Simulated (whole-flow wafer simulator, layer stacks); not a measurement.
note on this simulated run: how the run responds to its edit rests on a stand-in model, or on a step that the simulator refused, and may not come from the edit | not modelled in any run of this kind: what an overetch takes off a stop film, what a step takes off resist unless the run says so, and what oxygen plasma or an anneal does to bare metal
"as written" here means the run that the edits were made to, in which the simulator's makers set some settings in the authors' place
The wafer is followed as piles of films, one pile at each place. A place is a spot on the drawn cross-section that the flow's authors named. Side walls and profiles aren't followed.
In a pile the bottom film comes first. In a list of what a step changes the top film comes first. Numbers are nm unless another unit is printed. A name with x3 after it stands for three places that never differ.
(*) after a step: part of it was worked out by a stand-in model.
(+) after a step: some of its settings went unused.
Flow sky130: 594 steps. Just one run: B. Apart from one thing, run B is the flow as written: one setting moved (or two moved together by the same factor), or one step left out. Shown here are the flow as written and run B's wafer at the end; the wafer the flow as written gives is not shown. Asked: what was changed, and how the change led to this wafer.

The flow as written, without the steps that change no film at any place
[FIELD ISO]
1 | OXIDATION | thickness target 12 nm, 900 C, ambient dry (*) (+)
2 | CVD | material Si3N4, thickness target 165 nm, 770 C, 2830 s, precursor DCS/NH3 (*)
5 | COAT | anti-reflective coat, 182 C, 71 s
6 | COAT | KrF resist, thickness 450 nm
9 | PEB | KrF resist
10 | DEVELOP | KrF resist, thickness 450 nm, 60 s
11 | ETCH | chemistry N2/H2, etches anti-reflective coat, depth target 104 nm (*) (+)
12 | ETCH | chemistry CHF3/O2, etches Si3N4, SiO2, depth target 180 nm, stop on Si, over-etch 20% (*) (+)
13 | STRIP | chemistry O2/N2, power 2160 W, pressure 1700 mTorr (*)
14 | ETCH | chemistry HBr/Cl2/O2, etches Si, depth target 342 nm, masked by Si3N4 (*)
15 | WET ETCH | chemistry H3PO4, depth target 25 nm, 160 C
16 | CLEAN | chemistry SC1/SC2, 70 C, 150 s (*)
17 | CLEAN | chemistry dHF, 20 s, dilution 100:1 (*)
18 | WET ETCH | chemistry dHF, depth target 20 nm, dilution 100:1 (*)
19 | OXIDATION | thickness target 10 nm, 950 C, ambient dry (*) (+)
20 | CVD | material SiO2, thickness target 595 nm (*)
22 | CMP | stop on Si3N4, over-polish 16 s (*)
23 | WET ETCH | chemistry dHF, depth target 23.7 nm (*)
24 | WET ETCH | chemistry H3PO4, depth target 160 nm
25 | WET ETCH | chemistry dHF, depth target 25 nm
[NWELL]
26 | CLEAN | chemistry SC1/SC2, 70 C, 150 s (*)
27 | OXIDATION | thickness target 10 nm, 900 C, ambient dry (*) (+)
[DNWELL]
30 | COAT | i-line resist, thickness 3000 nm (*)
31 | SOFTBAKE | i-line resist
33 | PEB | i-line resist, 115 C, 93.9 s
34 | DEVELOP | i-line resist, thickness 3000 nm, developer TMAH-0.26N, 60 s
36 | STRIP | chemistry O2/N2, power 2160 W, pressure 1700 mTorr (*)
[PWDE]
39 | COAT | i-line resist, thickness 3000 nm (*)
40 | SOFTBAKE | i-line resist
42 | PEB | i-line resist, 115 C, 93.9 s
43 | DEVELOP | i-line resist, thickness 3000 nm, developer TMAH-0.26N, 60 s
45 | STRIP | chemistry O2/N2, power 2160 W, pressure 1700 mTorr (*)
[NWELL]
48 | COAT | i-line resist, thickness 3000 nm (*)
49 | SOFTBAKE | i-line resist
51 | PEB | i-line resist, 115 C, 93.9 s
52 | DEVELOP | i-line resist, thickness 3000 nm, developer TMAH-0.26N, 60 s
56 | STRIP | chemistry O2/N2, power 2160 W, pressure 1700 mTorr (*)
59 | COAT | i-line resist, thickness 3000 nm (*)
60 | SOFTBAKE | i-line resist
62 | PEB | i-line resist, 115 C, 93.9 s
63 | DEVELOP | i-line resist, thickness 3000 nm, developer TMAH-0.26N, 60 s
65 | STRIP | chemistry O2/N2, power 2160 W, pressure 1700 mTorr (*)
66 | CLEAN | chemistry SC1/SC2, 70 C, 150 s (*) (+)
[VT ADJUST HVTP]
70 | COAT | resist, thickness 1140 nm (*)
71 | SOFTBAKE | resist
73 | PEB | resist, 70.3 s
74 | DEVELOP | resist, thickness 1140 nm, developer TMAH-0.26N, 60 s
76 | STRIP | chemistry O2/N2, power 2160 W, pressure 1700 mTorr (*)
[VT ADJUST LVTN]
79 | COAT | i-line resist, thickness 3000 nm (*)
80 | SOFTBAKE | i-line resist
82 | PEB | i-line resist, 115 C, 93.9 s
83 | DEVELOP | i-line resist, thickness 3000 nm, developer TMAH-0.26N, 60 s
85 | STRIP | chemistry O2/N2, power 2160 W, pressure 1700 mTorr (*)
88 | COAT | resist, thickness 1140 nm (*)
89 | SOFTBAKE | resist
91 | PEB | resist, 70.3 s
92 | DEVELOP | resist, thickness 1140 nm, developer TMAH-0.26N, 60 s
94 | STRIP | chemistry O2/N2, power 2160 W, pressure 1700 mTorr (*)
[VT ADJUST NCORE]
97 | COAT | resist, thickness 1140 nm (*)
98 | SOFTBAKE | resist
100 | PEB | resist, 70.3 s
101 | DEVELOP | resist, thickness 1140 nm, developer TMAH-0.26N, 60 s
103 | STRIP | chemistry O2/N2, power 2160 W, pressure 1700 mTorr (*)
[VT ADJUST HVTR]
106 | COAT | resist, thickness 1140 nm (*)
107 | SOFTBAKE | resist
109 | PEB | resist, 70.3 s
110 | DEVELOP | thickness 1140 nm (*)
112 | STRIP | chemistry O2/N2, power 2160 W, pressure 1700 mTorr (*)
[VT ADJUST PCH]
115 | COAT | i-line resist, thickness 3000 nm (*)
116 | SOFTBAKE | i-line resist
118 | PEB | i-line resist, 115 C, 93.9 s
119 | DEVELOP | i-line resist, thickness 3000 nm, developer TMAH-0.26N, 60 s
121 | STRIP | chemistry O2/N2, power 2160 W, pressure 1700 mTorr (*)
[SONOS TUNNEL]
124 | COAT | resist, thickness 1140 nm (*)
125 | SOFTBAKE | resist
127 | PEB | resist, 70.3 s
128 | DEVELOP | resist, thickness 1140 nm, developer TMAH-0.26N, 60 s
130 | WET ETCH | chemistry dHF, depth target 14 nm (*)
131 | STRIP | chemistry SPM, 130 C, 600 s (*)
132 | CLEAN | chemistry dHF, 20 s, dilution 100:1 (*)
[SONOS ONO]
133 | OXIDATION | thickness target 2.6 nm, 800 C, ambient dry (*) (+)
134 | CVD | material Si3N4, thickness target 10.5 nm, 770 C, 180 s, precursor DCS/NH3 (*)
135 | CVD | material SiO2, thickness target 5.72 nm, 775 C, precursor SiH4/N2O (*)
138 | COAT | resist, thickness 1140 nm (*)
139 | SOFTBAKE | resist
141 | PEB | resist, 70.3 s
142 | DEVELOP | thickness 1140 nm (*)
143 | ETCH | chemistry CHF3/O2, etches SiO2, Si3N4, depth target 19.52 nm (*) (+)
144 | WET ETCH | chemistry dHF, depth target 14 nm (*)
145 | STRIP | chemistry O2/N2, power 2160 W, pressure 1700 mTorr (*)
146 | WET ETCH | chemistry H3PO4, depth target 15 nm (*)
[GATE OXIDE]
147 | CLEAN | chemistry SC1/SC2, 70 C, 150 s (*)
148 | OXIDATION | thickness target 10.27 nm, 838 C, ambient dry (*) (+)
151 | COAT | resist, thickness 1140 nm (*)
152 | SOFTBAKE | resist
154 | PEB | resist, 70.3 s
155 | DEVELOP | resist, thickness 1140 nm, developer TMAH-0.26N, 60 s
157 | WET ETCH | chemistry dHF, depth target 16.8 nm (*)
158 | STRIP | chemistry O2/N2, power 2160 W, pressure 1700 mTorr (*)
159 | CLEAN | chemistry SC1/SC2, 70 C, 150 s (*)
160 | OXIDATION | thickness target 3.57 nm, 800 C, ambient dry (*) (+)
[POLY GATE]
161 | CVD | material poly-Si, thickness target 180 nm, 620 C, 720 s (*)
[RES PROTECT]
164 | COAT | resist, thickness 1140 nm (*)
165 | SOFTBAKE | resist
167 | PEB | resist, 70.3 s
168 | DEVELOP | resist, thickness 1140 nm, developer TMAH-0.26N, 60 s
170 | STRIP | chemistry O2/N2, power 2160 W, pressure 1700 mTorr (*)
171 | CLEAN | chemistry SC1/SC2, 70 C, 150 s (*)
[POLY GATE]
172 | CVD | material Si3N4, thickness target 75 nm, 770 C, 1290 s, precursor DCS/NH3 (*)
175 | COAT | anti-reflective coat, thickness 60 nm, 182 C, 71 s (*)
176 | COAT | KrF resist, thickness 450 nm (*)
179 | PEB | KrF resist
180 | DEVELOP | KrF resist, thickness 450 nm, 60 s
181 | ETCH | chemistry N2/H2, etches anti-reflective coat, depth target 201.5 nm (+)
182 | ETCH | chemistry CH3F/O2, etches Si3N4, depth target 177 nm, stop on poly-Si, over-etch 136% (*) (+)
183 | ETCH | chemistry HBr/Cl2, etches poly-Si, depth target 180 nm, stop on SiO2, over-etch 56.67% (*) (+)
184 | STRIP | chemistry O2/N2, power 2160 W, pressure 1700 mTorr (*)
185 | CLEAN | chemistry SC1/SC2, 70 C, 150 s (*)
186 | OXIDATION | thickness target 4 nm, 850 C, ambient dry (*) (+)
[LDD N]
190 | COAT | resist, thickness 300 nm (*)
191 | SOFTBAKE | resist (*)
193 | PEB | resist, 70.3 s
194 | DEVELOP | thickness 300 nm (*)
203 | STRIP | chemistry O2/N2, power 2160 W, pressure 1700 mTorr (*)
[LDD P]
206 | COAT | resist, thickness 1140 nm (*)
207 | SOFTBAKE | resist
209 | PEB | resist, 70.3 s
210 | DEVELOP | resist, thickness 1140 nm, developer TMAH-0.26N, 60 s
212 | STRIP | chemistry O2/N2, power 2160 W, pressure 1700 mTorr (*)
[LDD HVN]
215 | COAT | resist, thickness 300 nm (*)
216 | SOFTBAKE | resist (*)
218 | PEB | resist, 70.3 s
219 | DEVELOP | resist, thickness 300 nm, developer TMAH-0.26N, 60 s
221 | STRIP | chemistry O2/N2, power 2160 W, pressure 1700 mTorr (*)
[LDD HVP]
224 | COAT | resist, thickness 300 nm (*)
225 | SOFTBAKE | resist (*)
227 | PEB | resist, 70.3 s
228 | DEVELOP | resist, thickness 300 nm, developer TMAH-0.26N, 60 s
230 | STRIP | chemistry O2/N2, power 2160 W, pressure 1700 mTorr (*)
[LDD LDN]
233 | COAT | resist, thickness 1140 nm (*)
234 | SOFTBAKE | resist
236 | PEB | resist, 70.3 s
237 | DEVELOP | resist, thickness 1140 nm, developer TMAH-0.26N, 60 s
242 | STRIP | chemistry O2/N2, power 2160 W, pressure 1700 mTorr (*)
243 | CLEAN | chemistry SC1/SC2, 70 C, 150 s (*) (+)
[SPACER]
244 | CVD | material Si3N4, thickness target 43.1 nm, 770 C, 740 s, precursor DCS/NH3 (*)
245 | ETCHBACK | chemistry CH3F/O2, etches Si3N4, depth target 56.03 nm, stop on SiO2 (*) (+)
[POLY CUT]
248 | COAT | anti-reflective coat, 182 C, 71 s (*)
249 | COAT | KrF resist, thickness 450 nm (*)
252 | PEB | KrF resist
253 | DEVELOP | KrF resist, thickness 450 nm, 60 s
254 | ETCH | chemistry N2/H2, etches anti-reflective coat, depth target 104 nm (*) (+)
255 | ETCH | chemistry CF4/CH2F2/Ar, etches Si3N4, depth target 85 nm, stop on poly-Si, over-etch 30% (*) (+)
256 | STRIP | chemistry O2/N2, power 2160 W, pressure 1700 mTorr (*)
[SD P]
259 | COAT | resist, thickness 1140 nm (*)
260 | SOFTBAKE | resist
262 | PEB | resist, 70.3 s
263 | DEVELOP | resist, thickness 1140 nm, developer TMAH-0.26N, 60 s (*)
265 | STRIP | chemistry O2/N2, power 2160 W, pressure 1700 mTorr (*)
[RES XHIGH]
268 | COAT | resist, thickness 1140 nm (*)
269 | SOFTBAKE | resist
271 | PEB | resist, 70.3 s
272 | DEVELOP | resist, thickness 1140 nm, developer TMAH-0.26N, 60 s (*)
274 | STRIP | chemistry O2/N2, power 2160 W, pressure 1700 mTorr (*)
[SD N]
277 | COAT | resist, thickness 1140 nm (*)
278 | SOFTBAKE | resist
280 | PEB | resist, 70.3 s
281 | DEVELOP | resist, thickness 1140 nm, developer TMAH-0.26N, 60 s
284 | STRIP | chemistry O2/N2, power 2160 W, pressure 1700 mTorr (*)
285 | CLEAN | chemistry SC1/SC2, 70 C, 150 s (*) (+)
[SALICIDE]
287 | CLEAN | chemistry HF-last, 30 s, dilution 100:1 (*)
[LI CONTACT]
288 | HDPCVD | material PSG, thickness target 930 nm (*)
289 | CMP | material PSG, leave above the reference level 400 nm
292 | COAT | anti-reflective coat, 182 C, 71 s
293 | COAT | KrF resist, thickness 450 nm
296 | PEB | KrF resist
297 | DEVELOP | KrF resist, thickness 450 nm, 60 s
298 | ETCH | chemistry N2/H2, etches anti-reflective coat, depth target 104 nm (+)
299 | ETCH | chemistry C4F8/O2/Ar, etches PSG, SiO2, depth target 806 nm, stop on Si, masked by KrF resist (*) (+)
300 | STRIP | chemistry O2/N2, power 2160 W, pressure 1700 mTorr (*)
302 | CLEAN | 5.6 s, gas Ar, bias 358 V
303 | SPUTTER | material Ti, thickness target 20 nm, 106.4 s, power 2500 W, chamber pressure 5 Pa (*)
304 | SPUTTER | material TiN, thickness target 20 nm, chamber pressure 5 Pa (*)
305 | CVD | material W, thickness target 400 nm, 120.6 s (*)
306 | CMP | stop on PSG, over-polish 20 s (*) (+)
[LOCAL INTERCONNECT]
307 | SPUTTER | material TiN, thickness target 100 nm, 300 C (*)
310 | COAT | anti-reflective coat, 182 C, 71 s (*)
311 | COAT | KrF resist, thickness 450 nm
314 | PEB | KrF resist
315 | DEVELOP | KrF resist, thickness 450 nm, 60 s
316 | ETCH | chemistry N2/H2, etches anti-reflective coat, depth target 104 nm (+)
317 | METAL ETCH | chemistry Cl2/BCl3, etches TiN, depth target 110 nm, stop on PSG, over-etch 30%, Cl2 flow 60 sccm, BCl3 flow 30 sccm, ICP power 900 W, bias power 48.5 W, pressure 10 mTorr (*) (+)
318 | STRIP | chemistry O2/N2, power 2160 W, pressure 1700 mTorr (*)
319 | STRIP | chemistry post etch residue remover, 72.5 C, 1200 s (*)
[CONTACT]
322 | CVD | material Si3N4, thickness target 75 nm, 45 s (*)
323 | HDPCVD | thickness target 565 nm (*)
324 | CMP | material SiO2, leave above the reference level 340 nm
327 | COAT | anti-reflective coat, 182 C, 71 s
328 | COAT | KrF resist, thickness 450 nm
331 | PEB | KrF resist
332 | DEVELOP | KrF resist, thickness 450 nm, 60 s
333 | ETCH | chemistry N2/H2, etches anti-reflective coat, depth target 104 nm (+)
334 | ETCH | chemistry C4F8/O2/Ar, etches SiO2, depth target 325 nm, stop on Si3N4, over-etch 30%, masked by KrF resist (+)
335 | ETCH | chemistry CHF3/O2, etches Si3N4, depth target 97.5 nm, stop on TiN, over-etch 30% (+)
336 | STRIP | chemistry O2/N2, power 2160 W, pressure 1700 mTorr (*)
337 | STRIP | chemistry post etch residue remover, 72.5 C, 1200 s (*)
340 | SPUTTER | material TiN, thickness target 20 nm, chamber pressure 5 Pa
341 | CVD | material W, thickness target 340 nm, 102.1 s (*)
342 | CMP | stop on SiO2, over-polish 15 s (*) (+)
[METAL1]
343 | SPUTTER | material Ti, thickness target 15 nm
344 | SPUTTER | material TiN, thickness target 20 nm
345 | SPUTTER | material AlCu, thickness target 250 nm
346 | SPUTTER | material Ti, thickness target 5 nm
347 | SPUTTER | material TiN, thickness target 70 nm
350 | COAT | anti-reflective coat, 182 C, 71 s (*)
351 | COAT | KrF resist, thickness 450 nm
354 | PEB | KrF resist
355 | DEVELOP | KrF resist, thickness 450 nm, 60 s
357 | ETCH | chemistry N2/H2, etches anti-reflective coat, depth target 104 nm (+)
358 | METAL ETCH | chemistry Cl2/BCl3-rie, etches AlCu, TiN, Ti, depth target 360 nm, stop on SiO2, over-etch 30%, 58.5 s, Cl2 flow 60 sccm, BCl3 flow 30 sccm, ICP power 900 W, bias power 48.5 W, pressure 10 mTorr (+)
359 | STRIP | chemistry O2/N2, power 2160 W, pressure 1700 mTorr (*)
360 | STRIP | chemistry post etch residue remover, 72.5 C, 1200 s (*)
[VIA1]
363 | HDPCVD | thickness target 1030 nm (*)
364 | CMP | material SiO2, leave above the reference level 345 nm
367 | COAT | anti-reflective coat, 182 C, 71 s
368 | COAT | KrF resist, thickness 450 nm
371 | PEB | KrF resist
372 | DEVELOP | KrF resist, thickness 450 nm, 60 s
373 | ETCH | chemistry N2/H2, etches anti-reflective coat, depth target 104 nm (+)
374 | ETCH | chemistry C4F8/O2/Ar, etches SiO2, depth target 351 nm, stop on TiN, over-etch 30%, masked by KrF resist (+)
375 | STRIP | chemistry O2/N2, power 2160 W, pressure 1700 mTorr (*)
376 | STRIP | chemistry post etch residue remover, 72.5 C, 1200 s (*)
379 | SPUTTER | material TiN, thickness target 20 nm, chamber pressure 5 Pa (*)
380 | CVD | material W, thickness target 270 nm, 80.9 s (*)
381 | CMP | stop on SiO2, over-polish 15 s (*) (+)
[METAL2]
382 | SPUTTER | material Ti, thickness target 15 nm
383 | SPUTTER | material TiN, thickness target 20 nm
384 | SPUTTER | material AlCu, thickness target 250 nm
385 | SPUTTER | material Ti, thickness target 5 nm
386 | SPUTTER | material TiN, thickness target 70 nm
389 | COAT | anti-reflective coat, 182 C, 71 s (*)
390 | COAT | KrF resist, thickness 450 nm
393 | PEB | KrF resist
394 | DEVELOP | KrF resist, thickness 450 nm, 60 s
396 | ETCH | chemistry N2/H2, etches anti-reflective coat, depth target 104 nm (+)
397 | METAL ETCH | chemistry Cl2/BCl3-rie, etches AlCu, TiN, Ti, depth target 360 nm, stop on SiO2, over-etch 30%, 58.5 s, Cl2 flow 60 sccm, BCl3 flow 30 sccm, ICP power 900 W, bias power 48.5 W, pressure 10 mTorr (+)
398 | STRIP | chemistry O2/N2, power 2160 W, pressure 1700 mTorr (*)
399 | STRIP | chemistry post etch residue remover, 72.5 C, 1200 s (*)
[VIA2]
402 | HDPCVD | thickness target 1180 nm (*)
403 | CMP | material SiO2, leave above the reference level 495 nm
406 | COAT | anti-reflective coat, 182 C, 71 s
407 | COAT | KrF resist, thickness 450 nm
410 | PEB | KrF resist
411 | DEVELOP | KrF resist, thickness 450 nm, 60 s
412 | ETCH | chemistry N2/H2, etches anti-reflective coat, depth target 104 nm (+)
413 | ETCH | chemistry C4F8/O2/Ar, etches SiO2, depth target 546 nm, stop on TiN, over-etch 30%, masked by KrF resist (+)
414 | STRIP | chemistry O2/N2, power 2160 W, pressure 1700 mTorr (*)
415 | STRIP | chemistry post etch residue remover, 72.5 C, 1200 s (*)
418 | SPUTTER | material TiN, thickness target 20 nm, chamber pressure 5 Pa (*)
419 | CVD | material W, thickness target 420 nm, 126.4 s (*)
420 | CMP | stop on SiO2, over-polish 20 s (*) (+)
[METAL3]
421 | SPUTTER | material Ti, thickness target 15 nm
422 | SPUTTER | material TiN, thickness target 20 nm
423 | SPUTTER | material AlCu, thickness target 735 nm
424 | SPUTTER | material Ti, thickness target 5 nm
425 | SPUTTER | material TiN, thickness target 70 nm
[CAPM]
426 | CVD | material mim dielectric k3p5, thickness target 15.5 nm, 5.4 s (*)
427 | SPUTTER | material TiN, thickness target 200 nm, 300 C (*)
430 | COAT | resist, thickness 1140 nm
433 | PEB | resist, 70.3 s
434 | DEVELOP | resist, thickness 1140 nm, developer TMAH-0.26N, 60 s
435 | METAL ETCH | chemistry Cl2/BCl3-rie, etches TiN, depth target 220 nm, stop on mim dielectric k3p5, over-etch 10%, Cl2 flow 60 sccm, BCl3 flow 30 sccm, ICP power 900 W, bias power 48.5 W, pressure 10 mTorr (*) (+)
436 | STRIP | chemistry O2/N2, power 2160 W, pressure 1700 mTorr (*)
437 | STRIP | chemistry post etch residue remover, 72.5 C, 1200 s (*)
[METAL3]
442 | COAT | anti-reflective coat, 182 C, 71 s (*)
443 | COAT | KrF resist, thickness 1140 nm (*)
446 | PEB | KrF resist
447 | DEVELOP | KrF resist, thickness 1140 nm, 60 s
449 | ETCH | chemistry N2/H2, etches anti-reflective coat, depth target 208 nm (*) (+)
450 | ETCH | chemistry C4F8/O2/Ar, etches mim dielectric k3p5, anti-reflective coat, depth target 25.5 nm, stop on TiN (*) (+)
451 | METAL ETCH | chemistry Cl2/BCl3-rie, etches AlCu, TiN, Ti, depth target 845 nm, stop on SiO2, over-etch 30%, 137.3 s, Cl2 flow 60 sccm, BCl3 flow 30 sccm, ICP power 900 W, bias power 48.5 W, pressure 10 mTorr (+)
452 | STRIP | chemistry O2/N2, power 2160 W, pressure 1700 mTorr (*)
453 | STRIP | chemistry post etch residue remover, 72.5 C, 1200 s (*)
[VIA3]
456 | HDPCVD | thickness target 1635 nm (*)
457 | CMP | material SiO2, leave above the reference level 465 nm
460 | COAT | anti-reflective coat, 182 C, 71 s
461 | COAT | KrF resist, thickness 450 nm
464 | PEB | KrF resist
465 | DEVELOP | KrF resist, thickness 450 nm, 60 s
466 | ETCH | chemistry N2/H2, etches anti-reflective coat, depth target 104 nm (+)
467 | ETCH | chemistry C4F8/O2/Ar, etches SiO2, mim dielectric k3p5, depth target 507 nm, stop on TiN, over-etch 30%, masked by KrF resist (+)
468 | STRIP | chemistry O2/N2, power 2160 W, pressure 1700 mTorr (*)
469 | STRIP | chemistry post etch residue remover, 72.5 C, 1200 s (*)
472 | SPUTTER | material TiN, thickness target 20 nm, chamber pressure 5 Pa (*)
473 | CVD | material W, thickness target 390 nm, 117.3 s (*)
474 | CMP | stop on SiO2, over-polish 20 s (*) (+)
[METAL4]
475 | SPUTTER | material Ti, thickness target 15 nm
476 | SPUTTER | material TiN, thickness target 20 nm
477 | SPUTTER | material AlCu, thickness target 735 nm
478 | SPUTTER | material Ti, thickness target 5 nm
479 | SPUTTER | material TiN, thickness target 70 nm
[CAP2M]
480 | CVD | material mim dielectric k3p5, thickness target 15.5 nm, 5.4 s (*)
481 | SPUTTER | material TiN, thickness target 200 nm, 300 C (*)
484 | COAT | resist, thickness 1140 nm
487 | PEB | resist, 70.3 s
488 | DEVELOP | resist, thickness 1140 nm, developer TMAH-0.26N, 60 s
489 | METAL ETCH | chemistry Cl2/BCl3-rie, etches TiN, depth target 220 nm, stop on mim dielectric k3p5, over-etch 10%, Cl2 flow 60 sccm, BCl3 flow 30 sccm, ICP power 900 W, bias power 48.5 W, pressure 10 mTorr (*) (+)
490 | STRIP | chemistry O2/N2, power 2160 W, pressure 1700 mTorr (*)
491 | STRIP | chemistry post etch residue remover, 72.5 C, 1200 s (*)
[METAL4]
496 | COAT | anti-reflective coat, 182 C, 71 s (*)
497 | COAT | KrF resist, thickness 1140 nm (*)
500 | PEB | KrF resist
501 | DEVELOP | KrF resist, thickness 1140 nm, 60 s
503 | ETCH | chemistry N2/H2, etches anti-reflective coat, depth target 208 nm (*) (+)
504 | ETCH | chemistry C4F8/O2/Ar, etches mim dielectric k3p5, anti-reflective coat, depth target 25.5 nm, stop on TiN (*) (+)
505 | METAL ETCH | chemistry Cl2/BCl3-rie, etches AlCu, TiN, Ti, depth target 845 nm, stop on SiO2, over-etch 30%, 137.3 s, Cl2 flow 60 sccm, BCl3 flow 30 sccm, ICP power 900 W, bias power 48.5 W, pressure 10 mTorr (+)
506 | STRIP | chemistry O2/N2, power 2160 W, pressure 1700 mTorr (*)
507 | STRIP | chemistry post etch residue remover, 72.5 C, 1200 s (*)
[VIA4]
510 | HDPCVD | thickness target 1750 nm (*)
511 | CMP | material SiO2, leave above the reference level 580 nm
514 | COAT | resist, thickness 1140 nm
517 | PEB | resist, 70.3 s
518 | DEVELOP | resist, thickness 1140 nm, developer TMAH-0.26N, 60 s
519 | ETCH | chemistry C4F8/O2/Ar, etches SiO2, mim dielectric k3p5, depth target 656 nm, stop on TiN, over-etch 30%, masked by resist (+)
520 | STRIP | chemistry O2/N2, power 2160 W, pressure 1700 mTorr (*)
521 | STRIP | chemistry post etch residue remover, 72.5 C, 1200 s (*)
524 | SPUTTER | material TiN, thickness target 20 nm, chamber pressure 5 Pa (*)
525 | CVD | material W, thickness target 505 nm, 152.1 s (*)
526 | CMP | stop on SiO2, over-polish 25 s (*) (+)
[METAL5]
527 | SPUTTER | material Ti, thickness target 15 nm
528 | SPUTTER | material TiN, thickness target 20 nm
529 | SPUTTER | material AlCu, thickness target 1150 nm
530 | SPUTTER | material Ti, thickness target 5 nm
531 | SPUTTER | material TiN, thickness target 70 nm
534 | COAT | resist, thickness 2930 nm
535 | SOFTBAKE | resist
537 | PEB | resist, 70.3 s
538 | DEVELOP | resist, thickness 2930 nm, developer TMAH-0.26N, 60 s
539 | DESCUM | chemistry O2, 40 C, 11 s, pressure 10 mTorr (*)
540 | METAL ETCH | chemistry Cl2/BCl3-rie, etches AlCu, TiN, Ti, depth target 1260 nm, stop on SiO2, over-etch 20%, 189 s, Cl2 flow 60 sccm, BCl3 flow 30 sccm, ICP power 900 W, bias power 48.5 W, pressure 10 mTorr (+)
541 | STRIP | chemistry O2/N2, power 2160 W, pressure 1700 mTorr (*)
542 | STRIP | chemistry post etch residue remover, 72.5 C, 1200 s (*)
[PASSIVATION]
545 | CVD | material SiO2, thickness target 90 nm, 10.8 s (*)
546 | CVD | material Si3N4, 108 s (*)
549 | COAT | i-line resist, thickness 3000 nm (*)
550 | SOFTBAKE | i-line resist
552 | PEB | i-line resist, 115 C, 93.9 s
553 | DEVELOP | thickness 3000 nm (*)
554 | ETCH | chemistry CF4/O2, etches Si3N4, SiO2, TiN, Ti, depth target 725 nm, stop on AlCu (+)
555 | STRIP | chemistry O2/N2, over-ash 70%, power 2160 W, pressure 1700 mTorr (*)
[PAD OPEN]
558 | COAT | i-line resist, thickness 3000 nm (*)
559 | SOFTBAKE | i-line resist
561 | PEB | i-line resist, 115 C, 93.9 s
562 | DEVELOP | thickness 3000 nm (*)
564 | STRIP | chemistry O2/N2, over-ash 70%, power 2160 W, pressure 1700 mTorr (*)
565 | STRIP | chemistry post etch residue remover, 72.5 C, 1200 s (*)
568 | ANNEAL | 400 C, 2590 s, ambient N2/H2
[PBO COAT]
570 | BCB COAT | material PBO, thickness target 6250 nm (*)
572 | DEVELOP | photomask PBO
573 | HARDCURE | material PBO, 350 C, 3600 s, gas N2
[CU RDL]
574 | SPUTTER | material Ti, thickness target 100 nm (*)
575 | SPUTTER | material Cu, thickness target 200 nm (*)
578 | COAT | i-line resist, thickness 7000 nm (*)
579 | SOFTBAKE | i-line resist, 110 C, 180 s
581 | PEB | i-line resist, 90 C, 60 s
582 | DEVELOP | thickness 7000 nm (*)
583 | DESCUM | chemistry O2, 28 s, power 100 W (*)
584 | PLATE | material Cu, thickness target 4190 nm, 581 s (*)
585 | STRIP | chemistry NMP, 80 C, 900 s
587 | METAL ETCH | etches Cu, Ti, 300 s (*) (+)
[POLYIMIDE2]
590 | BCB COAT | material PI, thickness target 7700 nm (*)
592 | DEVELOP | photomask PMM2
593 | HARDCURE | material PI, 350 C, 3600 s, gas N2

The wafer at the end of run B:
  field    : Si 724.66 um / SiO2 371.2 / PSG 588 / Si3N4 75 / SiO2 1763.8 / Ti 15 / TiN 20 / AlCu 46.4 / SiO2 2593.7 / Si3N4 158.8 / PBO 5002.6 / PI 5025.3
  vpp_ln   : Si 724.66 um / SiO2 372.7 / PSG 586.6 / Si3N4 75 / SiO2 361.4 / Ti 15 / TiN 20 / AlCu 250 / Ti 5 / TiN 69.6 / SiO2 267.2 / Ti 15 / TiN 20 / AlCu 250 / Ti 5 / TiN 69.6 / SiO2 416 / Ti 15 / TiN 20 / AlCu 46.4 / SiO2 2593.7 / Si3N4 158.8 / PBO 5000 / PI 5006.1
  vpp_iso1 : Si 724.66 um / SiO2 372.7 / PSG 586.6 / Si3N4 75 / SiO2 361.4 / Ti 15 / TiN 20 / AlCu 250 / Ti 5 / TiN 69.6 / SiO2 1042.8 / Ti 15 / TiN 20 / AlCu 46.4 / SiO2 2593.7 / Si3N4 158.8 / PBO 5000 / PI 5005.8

What caused this: step 451, METAL ETCH: depth target 583 nm was run, though the flow has depth target 845 nm; step 451, METAL ETCH: 94.7 s was run, where the flow has 137.3 s.

The path from the change to this, step by step:
  451 | METAL ETCH | chemistry Cl2/BCl3-rie, etches AlCu, TiN, Ti, depth target 845 nm, stop on SiO2, over-etch 30%, 137.3 s, Cl2 flow 60 sccm, BCl3 flow 30 sccm, ICP power 900 W, bias power 48.5 W, pressure 10 mTorr (+)
      field, gate, spacer and 68 more: TiN loses 70 (all of it), Ti loses 5 (all of it), AlCu loses 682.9 (it would be, as written: TiN loses 70 (all of it), Ti loses 5 (all of it), AlCu loses 735 (all of it), TiN loses 20 (all of it), Ti loses 15 (all of it), SiO2 loses 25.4)
      active, vpp_ln, vpp_iso2 and 11 more: TiN loses 70 (all of it), Ti loses 5 (all of it), AlCu loses 682.9 (it would be, as written: TiN loses 70 (all of it), Ti loses 5 (all of it), AlCu loses 735 (all of it), TiN loses 20 (all of it), Ti loses 15 (all of it), SiO2 loses 25.3)
      (also at 107 further places)
  452 | STRIP | chemistry O2/N2, power 2160 W, pressure 1700 mTorr (*)
      n_well, p_well, gate_hv and 82 more: KrF resist loses 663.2 (all of it), anti-reflective coat loses 80 (all of it) (it would be, as written: KrF resist loses 492.9 (all of it), anti-reflective coat loses 80 (all of it))
      m1, via2_hole: KrF resist loses 663.3 (all of it), anti-reflective coat loses 80.5 (all of it) (it would be, as written: KrF resist loses 493 (all of it), anti-reflective coat loses 80.5 (all of it))
      (also at 20 further places)
  453 | STRIP | chemistry post etch residue remover, 72.5 C, 1200 s (*)
      field, active, gate and 82 more: AlCu loses 5.72 (it would be, as written: nothing)
  456 | HDPCVD | thickness target 1635 nm (*)
      field, active, gate and 82 more: SiO2 gains 1635 (new film) (it would be, as written: SiO2 gains 1635)
  457 | CMP | material SiO2, leave above the reference level 465 nm
      field, active, gate and 82 more: SiO2 loses 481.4 (it would be, as written: SiO2 loses 374.7)
With metal films that touch counted as one body, field has 1 body; the flow as written gives 0 bodies.
With metal films that touch counted as one body, vpp_ln has 3 bodies (between them, from the top down: SiO2 416; SiO2 267.2); the flow as written gives 2 bodies (between them, from the top down: SiO2 267.2).
With metal films that touch counted as one body, vpp_iso1 has 2 bodies (between them, from the top down: SiO2 1042.8); the flow as written gives 1 body.
